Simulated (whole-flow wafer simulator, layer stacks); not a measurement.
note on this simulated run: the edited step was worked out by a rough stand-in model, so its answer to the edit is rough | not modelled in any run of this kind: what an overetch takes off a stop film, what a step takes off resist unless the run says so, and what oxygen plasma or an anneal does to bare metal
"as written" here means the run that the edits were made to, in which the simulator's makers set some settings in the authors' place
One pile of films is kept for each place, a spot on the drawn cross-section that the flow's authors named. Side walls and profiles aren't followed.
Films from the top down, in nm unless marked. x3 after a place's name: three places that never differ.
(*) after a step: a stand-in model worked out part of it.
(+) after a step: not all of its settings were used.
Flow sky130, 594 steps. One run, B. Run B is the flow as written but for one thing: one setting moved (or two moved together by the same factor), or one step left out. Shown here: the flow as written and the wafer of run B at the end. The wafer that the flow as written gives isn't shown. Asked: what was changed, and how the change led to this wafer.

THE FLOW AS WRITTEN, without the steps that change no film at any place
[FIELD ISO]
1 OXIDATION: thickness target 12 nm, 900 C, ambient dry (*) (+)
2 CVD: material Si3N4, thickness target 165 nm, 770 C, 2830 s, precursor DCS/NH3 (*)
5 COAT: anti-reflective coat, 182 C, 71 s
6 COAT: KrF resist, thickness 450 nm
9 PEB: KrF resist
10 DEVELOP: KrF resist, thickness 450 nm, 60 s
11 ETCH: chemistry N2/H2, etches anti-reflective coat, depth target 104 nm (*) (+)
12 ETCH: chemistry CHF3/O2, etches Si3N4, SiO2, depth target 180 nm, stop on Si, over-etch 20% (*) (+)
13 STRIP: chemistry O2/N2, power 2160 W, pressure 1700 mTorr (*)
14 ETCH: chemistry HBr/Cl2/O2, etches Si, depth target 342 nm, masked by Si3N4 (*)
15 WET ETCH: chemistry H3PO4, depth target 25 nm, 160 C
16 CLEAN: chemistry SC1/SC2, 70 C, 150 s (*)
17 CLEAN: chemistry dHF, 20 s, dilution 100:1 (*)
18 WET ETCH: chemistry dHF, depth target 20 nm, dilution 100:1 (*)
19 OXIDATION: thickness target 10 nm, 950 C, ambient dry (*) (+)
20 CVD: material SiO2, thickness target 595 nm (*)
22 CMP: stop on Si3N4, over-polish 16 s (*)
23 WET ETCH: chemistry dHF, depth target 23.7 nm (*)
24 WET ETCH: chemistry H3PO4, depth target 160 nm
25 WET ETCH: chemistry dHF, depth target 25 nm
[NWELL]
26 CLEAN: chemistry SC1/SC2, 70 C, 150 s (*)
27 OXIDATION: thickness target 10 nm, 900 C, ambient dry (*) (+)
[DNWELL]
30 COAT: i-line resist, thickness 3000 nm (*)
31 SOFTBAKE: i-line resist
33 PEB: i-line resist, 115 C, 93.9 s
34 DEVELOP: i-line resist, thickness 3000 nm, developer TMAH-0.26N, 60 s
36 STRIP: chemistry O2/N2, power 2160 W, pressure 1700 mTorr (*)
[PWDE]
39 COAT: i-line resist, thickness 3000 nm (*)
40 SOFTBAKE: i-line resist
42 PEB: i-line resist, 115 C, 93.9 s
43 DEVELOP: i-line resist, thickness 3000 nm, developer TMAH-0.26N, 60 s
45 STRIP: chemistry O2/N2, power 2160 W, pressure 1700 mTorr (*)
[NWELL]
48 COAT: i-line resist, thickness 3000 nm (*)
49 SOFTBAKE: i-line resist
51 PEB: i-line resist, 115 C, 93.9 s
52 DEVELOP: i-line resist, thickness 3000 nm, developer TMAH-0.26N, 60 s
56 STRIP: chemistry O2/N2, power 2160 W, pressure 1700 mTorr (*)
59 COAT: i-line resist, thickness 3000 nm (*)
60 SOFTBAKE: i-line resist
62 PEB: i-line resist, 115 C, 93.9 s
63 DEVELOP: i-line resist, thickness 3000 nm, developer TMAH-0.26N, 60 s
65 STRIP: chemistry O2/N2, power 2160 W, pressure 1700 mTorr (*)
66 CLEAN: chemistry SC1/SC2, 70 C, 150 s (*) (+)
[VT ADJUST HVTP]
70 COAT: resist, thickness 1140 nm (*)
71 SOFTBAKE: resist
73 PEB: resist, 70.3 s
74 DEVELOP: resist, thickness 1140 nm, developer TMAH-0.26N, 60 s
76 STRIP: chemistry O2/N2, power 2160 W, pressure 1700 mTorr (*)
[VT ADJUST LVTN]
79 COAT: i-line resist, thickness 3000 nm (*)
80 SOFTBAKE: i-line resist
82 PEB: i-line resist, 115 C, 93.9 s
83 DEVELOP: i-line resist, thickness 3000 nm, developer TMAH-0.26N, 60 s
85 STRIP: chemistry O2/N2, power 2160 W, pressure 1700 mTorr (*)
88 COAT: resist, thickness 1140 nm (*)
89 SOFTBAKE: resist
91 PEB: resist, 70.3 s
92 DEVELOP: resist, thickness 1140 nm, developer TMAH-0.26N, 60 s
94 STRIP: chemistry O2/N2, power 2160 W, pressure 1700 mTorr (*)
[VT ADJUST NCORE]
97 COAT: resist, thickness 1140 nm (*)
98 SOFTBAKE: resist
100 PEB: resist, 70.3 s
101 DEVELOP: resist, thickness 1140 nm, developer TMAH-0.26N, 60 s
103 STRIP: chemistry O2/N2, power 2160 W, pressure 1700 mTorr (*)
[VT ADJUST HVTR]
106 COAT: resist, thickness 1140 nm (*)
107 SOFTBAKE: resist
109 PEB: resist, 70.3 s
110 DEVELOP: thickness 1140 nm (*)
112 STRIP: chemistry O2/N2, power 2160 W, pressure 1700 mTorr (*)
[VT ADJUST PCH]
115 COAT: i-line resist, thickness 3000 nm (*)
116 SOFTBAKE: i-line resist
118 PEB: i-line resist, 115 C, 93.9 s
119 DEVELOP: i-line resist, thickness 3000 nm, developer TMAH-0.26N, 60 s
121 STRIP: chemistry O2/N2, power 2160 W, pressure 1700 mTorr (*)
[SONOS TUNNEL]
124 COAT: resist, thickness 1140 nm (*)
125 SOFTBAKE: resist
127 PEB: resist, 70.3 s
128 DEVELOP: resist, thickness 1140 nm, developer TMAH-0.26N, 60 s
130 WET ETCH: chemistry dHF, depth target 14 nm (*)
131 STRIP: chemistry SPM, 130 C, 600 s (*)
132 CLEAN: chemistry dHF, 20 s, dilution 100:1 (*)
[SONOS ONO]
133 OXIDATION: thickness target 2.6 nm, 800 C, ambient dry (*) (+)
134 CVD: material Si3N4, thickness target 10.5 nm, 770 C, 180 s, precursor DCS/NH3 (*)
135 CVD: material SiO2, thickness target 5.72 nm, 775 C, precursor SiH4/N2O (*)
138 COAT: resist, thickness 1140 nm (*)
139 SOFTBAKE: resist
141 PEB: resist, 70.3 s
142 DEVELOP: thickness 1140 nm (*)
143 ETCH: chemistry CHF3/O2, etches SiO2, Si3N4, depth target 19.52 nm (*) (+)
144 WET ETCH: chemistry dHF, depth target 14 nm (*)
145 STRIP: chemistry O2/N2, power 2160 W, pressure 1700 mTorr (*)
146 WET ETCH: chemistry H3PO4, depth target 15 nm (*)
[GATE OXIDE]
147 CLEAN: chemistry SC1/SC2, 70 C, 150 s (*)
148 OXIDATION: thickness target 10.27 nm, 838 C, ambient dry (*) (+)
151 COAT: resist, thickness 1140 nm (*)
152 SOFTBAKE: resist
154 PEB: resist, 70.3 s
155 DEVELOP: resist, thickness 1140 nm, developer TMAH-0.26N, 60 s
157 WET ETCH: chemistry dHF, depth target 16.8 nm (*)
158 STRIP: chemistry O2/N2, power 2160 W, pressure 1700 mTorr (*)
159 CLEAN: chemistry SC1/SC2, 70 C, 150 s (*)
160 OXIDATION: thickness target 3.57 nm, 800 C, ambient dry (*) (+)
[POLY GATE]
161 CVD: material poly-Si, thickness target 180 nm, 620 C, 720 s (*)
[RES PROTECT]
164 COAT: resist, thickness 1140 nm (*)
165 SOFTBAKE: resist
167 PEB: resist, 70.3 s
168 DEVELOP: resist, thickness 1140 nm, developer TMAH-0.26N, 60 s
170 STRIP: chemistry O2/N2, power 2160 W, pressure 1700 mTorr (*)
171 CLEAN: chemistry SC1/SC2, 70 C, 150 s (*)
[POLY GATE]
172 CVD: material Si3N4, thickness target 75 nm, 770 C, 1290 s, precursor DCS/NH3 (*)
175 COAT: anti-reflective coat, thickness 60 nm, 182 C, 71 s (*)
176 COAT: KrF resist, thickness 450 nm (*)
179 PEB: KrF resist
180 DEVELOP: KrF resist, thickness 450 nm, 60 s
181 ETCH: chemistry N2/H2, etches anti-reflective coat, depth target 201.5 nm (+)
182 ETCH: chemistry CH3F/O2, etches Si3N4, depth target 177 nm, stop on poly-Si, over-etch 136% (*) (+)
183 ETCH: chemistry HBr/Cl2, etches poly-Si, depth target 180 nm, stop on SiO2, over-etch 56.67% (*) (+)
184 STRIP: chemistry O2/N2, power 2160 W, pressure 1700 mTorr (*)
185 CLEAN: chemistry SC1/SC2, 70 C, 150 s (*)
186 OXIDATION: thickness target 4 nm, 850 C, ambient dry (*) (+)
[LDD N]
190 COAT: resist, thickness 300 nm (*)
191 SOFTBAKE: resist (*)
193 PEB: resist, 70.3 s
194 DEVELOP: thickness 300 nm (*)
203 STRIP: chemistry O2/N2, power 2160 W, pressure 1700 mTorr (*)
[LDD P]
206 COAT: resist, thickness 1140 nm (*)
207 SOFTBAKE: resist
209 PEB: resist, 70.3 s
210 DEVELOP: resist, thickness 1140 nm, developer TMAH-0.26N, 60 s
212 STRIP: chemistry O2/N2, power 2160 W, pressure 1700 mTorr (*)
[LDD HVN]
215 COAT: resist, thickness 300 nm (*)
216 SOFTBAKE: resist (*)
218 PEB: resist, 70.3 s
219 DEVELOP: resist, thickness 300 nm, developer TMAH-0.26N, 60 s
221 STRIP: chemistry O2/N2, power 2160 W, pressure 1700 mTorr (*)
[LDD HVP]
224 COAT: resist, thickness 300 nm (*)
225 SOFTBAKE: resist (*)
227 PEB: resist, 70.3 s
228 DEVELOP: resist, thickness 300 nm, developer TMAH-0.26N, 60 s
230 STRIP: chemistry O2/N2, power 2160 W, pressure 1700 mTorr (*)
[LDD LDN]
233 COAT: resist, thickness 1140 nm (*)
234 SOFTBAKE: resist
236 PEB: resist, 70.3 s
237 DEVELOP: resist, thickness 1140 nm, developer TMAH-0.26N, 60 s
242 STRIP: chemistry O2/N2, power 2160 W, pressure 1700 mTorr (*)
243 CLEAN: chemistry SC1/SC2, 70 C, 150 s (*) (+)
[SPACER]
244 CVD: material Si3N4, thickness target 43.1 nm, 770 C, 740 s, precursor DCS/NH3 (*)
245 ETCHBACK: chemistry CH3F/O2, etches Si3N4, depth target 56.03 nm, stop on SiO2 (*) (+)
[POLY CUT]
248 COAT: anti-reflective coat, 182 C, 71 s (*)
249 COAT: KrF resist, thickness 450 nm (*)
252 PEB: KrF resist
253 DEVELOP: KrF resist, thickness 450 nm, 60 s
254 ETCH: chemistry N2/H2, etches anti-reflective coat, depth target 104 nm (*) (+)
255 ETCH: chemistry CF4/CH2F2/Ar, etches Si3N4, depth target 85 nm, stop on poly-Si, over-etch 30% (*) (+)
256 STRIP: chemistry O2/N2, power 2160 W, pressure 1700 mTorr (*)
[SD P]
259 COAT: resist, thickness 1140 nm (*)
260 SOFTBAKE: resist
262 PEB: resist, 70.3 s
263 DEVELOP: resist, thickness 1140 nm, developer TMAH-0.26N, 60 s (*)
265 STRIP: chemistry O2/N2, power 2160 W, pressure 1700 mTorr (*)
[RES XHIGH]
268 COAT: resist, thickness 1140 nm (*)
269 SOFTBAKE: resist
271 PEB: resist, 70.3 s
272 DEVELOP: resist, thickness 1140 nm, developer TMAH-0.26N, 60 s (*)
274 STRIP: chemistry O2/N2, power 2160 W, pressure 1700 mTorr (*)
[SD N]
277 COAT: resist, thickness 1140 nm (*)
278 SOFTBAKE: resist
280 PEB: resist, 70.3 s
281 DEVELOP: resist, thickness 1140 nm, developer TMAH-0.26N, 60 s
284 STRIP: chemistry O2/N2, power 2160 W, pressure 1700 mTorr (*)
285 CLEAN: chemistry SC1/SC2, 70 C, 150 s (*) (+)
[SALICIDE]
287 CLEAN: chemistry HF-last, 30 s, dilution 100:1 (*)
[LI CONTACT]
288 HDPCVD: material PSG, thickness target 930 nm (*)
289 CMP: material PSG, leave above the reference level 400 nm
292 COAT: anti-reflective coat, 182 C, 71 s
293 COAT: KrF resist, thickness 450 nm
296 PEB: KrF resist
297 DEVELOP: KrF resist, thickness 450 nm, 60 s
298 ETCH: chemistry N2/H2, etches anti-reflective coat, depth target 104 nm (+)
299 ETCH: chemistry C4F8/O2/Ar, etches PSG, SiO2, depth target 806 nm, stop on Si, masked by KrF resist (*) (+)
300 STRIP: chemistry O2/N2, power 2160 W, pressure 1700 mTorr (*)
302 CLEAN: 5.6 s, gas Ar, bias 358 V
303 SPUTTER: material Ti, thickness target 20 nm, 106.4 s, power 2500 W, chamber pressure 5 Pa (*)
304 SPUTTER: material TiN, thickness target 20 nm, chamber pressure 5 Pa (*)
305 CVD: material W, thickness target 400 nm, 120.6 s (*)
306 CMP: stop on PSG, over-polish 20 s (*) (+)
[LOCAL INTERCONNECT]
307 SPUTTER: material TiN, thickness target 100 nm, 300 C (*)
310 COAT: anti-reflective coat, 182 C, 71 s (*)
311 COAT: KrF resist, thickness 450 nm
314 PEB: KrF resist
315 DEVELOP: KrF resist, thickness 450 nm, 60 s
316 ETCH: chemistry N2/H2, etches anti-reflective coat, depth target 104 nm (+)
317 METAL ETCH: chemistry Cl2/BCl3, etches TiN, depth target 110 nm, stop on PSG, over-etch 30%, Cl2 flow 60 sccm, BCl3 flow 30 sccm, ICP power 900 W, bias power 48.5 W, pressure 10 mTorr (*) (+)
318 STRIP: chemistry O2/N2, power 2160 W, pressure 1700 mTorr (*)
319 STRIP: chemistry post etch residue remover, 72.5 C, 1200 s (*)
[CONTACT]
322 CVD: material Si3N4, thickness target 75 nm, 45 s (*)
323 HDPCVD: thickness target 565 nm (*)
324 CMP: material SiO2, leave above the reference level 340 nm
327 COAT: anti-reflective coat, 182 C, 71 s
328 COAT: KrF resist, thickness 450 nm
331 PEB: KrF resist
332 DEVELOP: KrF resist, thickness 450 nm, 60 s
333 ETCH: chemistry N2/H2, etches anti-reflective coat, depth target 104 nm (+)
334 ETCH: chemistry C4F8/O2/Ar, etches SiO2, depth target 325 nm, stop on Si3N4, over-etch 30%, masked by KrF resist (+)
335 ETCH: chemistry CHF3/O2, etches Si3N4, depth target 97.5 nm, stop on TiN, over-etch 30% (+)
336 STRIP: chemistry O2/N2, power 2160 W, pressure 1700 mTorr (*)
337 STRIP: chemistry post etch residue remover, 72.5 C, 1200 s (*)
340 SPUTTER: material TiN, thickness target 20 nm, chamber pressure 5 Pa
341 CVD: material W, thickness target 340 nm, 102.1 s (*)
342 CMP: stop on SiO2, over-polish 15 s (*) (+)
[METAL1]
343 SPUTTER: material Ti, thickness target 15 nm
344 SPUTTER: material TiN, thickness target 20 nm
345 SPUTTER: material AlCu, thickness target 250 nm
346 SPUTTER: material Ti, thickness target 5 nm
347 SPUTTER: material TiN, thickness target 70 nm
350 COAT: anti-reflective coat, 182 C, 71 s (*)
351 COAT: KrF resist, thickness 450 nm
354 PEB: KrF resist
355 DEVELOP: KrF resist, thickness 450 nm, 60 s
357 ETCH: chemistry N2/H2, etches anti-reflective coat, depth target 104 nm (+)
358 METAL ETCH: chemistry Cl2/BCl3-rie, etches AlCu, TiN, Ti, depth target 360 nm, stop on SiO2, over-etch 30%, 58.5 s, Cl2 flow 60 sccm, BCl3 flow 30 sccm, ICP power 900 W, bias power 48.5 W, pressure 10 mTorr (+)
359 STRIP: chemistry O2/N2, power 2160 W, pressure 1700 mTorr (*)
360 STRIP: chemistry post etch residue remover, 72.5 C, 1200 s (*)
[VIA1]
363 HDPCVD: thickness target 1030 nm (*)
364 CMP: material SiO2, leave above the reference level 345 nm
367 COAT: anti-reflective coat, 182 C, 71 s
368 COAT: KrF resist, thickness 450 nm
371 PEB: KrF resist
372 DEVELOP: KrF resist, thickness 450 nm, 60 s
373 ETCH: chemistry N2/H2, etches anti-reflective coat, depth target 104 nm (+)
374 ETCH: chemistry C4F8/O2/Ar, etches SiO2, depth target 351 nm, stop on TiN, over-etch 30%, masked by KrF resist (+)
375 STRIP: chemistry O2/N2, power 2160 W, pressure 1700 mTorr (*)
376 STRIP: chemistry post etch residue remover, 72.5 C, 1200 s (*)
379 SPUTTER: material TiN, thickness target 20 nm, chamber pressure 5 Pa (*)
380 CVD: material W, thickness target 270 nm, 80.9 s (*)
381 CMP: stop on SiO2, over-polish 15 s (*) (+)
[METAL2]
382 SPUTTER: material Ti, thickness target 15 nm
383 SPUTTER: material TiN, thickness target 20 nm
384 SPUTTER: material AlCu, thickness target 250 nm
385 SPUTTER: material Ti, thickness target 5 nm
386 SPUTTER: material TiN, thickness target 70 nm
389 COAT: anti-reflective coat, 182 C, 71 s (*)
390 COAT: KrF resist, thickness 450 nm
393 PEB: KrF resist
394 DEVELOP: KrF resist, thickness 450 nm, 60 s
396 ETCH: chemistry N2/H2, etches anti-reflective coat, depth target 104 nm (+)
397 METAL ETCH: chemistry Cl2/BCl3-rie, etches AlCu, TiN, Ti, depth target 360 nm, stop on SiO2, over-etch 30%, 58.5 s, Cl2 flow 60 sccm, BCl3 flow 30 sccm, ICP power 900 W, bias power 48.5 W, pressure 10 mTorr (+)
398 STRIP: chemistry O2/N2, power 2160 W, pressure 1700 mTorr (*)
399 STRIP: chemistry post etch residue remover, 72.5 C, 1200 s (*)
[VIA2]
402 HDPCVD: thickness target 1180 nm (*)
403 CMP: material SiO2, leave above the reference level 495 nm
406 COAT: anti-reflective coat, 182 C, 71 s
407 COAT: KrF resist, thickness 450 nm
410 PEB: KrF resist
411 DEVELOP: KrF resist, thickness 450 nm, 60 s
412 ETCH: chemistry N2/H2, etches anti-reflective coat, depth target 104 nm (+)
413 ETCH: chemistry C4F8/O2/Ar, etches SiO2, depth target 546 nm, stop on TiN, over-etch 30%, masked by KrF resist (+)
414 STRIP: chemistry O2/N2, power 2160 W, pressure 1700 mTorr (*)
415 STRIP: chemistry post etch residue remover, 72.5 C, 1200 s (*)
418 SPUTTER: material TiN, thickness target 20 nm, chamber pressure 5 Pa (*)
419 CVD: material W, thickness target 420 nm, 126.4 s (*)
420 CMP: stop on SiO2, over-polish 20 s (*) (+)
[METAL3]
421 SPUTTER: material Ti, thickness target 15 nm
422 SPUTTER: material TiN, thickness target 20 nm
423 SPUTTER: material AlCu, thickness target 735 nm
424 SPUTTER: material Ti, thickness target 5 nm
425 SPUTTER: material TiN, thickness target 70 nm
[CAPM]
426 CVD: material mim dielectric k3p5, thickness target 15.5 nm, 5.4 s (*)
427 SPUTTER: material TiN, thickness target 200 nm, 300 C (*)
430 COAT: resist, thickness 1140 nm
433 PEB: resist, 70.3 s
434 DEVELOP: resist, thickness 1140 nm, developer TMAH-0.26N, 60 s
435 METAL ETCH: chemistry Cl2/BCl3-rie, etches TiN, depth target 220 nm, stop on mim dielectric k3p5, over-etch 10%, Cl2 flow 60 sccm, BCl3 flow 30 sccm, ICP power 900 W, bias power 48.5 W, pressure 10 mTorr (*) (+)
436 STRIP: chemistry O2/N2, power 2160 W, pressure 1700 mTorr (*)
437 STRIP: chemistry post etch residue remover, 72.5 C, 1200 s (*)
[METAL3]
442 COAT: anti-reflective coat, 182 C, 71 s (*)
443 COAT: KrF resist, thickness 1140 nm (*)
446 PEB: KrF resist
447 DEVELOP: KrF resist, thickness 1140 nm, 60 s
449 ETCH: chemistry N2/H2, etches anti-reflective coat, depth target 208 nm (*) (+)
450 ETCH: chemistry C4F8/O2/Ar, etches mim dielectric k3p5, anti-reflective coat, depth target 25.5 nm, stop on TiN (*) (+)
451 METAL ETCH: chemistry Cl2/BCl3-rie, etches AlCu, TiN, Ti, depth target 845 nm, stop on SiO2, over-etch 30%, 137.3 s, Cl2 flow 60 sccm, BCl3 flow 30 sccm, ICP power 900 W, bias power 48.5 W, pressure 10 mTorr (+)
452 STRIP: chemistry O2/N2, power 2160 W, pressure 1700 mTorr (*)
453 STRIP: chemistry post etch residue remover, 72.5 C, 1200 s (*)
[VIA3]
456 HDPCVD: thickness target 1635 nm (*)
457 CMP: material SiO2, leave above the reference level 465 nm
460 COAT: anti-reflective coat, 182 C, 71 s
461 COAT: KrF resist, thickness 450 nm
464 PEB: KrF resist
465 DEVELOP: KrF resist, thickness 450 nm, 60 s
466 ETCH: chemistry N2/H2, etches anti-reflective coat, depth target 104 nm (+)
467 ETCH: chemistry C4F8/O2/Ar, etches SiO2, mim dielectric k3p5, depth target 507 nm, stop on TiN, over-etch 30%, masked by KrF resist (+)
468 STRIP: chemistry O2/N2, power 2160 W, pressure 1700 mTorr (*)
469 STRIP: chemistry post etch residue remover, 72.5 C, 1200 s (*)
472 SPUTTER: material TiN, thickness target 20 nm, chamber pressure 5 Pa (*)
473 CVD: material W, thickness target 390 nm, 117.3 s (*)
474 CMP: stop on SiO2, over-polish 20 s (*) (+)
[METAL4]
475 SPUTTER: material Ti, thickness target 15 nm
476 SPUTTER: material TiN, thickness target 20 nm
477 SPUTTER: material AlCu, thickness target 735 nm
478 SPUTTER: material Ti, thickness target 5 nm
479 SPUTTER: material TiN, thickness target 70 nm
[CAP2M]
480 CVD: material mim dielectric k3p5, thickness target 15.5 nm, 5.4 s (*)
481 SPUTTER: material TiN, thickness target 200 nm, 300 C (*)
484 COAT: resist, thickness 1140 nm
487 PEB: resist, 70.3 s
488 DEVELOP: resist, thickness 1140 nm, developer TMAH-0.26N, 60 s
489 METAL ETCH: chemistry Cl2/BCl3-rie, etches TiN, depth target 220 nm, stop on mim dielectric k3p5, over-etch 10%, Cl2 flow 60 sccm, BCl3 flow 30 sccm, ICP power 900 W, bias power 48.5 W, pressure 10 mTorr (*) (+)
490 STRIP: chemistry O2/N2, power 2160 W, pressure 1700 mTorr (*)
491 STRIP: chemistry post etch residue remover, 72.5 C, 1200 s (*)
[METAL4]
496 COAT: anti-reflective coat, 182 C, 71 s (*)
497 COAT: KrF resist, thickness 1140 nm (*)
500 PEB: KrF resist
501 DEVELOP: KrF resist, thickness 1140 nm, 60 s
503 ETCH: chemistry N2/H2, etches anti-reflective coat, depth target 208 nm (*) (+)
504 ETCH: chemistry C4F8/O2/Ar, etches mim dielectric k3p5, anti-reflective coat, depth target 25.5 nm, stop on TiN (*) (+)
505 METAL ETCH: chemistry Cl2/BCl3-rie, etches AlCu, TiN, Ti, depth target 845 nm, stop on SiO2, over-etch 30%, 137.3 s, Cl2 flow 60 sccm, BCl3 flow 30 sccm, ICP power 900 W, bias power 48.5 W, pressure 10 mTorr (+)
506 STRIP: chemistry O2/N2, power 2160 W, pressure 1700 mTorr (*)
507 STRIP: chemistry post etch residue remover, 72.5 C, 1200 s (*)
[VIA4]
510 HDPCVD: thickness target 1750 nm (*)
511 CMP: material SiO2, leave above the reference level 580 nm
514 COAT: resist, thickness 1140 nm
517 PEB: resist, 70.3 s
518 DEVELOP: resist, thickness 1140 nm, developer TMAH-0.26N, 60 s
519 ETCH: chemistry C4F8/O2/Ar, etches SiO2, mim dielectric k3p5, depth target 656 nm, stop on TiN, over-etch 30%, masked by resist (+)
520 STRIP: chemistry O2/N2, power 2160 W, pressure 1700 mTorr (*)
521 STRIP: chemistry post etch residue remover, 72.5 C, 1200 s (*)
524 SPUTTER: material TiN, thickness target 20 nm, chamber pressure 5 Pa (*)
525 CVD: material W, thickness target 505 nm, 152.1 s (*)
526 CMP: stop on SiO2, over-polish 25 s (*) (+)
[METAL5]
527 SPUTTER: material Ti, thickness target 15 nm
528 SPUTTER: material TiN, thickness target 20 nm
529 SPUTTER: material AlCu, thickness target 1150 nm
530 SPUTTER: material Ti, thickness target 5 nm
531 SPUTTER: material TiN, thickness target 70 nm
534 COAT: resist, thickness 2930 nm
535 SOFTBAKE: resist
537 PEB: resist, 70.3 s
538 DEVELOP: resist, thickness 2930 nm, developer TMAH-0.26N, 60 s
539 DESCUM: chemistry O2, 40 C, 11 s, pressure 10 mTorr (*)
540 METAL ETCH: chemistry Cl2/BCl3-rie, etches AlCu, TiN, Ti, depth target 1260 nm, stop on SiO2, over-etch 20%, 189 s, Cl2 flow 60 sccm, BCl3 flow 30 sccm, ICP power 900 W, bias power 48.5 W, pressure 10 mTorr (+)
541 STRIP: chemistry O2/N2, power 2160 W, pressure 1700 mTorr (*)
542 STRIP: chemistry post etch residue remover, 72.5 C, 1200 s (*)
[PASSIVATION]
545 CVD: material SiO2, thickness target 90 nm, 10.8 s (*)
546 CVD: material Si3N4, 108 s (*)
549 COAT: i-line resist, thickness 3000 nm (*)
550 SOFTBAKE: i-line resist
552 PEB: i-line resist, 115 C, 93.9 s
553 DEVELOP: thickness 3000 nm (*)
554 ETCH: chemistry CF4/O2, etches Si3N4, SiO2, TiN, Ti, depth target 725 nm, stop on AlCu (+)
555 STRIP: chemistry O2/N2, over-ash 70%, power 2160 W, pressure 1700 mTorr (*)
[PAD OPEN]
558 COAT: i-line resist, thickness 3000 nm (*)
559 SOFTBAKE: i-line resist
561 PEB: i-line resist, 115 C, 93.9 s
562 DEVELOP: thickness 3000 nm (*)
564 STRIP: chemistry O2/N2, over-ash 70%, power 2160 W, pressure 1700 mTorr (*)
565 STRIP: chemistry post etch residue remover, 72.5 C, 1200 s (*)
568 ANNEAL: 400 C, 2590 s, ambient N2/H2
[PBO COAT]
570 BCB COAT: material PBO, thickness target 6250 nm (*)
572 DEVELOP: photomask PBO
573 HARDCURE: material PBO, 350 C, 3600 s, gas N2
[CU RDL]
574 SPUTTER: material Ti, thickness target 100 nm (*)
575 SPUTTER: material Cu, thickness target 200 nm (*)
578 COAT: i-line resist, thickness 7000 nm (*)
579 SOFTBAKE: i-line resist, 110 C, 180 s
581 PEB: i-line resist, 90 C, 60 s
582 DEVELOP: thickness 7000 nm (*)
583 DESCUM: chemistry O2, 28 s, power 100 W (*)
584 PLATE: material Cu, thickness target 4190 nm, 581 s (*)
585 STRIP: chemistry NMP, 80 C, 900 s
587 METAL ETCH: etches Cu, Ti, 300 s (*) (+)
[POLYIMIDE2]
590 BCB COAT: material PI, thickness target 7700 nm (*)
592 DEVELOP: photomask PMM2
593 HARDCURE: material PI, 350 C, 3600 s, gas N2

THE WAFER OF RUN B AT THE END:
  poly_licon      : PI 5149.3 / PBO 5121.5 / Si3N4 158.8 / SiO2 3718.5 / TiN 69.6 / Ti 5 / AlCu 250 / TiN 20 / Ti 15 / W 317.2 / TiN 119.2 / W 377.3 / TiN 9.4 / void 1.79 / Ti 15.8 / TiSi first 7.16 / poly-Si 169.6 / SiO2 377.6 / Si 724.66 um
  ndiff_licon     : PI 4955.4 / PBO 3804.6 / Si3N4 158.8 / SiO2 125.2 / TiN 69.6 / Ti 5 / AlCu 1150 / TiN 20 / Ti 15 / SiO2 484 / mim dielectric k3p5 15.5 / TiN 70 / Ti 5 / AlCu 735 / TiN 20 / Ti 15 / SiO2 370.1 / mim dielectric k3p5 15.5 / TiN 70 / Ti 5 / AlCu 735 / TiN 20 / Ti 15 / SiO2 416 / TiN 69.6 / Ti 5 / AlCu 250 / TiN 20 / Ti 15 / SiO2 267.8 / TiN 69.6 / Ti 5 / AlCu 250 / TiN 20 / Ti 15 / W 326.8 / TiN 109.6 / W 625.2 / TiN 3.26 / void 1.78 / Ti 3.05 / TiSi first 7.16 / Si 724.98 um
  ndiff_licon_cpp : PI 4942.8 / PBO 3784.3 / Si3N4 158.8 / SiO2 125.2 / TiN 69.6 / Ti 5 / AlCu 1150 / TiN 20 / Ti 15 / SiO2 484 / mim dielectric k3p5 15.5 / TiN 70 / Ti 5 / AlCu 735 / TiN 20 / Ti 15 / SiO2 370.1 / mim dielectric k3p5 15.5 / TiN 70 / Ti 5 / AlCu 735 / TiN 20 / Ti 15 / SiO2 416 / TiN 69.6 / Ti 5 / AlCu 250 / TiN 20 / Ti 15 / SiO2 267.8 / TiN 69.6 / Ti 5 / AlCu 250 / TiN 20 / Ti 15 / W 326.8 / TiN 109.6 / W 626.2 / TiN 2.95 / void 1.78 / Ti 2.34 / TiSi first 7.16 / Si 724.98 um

The cause: step 304, SPUTTER: thickness target 9.4 nm was run, where the flow has thickness target 20 nm.
It can be read off the wafer: poly_licon has TiN 9.4, and step 304 as written asks for 20 nm.

How the change led to this, step by step:
  304 SPUTTER: material TiN, thickness target 20 nm, chamber pressure 5 Pa (*)
      field, active, n_well and 185 more: TiN +9.4 (new film) (as written it would be: TiN +20 (new film))
      ndiff_licon: TiN +3.26 (new film) (as written it would be: TiN +6.83 (new film))
      (and at 2 more places)
  306 CMP: stop on PSG, over-polish 20 s (*) (+)
      field, active, n_well and 184 more: W -400 (all of it), TiN -9.4 (all of it), Ti -20 (all of it), PSG -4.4 (as written it would be: W -400 (all of it), TiN -20 (all of it), Ti -20 (all of it), PSG -4.4)
      ndiff_licon, ndiff_licon_cpp, rpo_hd_licon: W -434.3 (as written it would be: W -444.9)
      (and at 1 more place)
